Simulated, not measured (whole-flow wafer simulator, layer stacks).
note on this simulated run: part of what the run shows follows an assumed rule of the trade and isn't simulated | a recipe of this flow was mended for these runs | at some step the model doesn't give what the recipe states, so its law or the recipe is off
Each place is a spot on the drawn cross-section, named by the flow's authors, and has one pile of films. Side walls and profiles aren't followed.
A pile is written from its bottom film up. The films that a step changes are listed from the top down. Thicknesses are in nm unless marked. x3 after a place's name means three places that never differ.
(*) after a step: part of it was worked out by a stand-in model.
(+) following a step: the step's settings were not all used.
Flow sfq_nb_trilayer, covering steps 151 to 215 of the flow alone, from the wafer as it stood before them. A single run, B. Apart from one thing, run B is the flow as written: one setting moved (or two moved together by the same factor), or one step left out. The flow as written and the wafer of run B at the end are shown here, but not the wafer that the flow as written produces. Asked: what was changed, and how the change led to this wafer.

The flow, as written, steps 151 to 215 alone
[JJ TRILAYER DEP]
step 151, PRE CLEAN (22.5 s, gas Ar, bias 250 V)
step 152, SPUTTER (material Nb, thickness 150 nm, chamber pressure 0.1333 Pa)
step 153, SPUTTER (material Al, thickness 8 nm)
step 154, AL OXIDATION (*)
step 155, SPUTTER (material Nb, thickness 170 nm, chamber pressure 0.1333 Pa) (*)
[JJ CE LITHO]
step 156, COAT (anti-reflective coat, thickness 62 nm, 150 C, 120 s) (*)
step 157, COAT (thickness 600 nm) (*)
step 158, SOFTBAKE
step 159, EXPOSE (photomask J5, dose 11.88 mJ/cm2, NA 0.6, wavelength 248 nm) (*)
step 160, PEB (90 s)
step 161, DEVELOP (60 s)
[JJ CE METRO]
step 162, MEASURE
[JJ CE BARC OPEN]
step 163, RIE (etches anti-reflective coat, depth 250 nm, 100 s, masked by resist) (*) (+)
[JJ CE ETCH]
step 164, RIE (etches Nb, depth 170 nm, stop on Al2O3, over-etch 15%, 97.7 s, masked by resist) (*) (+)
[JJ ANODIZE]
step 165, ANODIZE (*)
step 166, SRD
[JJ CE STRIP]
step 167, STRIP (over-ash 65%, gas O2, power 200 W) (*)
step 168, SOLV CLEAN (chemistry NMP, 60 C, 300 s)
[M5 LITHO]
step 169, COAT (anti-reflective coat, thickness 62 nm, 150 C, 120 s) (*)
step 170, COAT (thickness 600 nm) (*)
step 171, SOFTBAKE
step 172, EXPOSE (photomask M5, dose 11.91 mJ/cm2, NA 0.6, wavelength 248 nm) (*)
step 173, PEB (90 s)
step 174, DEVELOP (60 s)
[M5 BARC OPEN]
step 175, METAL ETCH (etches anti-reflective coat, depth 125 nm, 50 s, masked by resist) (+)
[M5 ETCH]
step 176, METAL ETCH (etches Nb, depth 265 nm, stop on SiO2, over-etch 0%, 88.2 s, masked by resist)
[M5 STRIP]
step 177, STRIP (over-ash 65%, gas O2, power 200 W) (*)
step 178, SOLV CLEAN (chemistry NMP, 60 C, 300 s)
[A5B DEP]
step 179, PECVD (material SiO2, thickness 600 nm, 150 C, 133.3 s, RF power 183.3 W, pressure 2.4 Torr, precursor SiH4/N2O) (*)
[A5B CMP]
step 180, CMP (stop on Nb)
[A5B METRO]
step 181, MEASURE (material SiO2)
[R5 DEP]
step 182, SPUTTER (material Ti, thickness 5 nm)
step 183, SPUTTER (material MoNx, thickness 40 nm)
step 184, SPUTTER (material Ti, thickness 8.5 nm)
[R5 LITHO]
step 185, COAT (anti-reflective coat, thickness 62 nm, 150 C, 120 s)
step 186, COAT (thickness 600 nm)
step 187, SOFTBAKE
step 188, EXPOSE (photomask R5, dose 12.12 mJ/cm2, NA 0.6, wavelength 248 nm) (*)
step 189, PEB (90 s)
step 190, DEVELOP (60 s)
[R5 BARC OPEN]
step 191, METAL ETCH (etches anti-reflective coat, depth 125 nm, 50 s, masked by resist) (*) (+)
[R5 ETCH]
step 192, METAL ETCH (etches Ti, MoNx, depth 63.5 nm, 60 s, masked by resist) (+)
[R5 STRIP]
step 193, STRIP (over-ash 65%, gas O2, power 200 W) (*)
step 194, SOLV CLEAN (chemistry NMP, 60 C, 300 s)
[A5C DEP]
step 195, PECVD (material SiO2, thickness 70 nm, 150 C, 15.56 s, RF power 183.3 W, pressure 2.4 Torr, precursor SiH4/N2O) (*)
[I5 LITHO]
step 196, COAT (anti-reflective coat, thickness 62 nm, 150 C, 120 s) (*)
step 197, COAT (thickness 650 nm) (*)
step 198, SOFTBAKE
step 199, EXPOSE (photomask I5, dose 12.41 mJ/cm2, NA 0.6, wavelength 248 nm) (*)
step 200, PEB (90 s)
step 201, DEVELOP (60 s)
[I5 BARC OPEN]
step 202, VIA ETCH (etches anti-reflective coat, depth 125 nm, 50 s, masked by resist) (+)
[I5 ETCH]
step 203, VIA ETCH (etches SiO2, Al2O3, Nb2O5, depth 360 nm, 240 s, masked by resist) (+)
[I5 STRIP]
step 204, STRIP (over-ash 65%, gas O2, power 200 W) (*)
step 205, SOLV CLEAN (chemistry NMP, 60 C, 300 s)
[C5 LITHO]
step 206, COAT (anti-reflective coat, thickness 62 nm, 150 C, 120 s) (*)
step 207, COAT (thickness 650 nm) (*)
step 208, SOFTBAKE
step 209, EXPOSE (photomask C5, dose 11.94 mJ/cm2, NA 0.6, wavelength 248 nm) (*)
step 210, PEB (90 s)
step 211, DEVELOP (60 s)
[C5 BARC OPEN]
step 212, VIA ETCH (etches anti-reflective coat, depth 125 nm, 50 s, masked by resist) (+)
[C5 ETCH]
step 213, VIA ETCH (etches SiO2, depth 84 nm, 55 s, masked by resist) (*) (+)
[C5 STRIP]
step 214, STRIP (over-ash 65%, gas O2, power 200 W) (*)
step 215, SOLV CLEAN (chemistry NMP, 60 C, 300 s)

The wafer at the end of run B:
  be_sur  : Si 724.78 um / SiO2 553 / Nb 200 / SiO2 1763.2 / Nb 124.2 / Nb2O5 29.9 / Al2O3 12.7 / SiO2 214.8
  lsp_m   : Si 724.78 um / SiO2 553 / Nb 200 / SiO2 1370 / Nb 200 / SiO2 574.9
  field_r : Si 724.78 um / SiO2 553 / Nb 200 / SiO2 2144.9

What caused this: step 151, PRE CLEAN: bias 225 V was run, though the flow has bias 250 V; step 152, SPUTTER: thickness 135 nm was run, where the flow has thickness 150 nm.

How this came from the change, step by step:
  step 151, PRE CLEAN (22.5 s, gas Ar, bias 250 V)
      field_l, v_sur, via_sp and 100 more: SiO2 loses 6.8 (as written it would have been: SiO2 loses 7.5)
      via_wl, via_w, via_wr: Nb loses 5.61 (as written it would have been: Nb loses 6.45)
  step 152, SPUTTER (material Nb, thickness 150 nm, chamber pressure 0.1333 Pa)
      field_l, v_sur, via_sp and 100 more: Nb gains 135 (new film) (as written it would have been: Nb gains 150 (new film))
      via_wl, via_w, via_wr: Nb gains 116.7 (as written it would have been: Nb gains 129.8)
  step 176, METAL ETCH (etches Nb, depth 265 nm, stop on SiO2, over-etch 0%, 88.2 s, masked by resist)
      field_l, res, r_end and 47 more: Al2O3 loses 12.6 (all of it), Nb2O5 loses 29.9 (all of it), Nb loses 124.2 (all of it), SiO2 loses 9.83 (as written it would have been: Al2O3 loses 12.6 (all of it), Nb2O5 loses 29.9 (all of it), Nb loses 139.2 (all of it), SiO2 loses 8.33)
      r_sur, wl_a_sl, wl_a_m6: Al2O3 loses 12.5 (all of it), Nb2O5 loses 29.9 (all of it), Nb loses 124.2 (all of it), SiO2 loses 9.83 (as written it would have been: Al2O3 loses 12.5 (all of it), Nb2O5 loses 29.9 (all of it), Nb loses 139.2 (all of it), SiO2 loses 8.33)
  step 180, CMP (stop on Nb)
      field_l, lsp_m, ln_m6 and 44 more: SiO2 loses 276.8 (as written it would have been: SiO2 loses 263.3)
      r_sur, res, r_end, moat, field_r, lsp_l: SiO2 loses 270.4 (as written it would have been: SiO2 loses 256.4)
